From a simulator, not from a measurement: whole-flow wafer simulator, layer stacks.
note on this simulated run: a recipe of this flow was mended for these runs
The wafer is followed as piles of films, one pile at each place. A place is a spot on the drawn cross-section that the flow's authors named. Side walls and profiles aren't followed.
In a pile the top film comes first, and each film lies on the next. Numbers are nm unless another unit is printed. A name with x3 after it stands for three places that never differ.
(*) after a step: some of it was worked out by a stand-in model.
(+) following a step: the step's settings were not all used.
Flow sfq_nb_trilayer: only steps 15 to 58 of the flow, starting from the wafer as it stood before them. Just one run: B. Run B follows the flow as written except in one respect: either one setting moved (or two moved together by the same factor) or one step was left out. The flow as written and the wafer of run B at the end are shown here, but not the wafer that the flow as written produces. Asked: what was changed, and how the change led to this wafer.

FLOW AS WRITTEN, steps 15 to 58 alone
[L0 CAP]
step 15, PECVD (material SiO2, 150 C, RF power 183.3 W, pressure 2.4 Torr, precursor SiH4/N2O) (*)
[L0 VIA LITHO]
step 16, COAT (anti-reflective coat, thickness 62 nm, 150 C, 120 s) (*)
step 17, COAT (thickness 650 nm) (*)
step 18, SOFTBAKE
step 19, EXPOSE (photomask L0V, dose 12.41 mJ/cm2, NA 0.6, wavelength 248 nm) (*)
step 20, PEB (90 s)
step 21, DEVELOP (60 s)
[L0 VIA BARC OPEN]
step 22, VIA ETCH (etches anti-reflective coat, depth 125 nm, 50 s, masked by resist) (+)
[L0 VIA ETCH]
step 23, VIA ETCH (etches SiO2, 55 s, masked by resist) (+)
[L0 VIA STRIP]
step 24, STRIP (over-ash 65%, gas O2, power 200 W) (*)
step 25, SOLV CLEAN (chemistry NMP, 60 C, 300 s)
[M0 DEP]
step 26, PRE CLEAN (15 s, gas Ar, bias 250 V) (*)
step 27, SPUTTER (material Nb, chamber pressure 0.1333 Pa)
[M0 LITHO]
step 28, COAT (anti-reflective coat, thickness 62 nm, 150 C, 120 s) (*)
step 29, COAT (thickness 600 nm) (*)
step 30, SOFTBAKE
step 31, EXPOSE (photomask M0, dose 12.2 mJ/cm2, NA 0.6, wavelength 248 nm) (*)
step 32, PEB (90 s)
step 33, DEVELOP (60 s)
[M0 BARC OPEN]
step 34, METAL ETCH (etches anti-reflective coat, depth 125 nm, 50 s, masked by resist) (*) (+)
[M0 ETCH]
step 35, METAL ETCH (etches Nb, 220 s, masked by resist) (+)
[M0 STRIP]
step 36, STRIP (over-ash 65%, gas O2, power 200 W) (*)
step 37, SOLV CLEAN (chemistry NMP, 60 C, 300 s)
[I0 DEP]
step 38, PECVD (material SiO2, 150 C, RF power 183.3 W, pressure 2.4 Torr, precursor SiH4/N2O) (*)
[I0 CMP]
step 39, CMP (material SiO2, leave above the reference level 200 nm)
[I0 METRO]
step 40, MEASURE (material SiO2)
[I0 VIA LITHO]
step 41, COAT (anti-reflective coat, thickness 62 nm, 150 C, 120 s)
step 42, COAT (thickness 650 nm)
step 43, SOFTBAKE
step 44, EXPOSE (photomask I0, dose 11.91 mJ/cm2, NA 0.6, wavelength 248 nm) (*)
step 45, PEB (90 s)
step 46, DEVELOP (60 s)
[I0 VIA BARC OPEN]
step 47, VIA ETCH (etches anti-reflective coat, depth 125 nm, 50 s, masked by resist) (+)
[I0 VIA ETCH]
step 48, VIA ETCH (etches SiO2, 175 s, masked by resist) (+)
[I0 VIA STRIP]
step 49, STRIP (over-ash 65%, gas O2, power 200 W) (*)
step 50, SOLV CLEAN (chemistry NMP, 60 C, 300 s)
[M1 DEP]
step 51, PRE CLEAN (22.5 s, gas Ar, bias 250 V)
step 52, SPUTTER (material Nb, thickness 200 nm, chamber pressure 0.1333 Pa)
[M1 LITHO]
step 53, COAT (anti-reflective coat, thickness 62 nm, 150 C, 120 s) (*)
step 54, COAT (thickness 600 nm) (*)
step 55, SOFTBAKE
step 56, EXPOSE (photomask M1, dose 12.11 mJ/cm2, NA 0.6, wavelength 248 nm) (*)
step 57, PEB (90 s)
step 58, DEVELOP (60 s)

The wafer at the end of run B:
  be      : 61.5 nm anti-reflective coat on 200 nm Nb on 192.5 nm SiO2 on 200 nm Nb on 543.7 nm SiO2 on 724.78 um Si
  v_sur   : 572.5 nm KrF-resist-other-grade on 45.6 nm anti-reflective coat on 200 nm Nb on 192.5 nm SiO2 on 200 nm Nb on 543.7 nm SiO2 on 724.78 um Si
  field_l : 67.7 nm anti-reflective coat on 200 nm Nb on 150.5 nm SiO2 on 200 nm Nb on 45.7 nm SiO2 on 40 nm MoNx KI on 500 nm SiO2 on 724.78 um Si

What caused this: step 15, PECVD: RF power 137.9 W was run, while the flow as written has RF power 183.3 W.

The path from the change to this, step by step:
  step 15, PECVD (material SiO2, 150 C, RF power 183.3 W, pressure 2.4 Torr, precursor SiH4/N2O) (*)
      v_sur, via_wl, via_w and 97 more: +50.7 SiO2 (it would be, as written: +60 SiO2)
      field_l, l0_sur, l0v, l0r_line_l, l0r_line_c, l0r_line_r: +50.7 SiO2 (new film) (it would be, as written: +60 SiO2 (new film))
  step 23, VIA ETCH (etches SiO2, 55 s, masked by resist) (+)
      l0v: -50.4 SiO2 (all of it), -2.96 MoNx KI (it would be, as written: -59.7 SiO2 (all of it), -2.03 MoNx KI)
  step 28, COAT (anti-reflective coat, thickness 62 nm, 150 C, 120 s) (*)
      l0_sur: +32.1 anti-reflective coat (new film) (it would be, as written: +29.3 anti-reflective coat (new film))
      l0v: +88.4 anti-reflective coat (new film) (it would be, as written: +92.5 anti-reflective coat (new film))
  step 36, STRIP (over-ash 65%, gas O2, power 200 W) (*)
      l0_sur: -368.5 KrF-resist-other-grade (all of it), -32.1 anti-reflective coat (all of it) (it would be, as written: -370 KrF-resist-other-grade (all of it), -29.3 anti-reflective coat (all of it))
      l0v: -370.2 KrF-resist-other-grade (all of it), -88.4 anti-reflective coat (all of it) (it would be, as written: -374.1 KrF-resist-other-grade (all of it), -92.5 anti-reflective coat (all of it))
  step 39, CMP (material SiO2, leave above the reference level 200 nm)
      l0v: -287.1 SiO2 (it would be, as written: -277.4 SiO2)
